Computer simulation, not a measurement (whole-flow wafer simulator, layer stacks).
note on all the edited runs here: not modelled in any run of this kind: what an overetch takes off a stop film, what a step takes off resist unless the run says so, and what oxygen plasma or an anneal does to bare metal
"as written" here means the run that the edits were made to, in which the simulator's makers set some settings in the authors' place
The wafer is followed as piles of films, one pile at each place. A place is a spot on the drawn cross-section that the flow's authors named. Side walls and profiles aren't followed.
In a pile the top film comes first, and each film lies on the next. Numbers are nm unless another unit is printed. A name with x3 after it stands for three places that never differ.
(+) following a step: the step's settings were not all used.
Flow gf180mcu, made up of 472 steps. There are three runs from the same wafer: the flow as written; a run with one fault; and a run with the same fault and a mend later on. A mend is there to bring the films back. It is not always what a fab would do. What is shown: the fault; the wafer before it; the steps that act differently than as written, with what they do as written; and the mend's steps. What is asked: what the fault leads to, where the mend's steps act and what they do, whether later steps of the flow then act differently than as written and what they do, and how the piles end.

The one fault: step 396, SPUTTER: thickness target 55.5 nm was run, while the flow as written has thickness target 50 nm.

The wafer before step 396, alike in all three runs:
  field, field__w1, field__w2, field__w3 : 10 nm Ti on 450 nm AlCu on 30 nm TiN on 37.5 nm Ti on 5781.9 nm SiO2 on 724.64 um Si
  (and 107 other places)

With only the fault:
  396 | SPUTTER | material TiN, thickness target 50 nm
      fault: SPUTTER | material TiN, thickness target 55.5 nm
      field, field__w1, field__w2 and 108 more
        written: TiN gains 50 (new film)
        fault: TiN gains 55.5 (new film)
  Steps later in the flow that act otherwise than as written (1 more step, not shown, differs only slightly: by at most 2% or 0.5 nm, whichever is larger):
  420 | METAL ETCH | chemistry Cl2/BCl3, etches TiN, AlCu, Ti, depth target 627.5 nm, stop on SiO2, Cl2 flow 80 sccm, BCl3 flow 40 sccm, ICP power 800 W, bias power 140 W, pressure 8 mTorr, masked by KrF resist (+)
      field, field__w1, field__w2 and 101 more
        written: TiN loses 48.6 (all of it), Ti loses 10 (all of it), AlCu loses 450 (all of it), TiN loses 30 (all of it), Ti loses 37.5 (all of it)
        fault: TiN loses 54.1 (all of it), Ti loses 10 (all of it), AlCu loses 450 (all of it), TiN loses 30 (all of it), Ti loses 37.5 (all of it)
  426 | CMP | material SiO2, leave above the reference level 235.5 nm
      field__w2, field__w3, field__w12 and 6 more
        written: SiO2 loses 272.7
        fault: SiO2 loses 266.9
  At field__w4, field__w8, contact, m1, m1__w1, mim, mim_1p0, m1_nw, the piles at the end differ from the flow's by more than 2% or 0.5 nm, whichever is larger.
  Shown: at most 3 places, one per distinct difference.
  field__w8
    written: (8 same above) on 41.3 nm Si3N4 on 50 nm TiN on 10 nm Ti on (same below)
    fault: (8 same above) on 41.3 nm Si3N4 on 55.5 nm TiN on 10 nm Ti on (same below)
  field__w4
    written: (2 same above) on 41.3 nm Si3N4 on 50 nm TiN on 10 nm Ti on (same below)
    fault: (2 same above) on 41.3 nm Si3N4 on 55.5 nm TiN on 10 nm Ti on (same below)
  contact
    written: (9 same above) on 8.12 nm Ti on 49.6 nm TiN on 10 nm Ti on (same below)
    fault: (9 same above) on 8.12 nm Ti on 55.1 nm TiN on 10 nm Ti on (same below)

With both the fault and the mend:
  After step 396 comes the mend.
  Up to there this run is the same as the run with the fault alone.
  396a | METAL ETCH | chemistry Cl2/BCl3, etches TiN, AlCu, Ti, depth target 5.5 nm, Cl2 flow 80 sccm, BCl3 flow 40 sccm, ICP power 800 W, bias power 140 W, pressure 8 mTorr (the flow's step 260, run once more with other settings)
      field, field__w1, field__w2 and 108 more
        TiN loses 5.5
  Every later step of the flow that is run acts as written at every place that is followed.
  At every place that both follow, the piles at the end match the flow's.
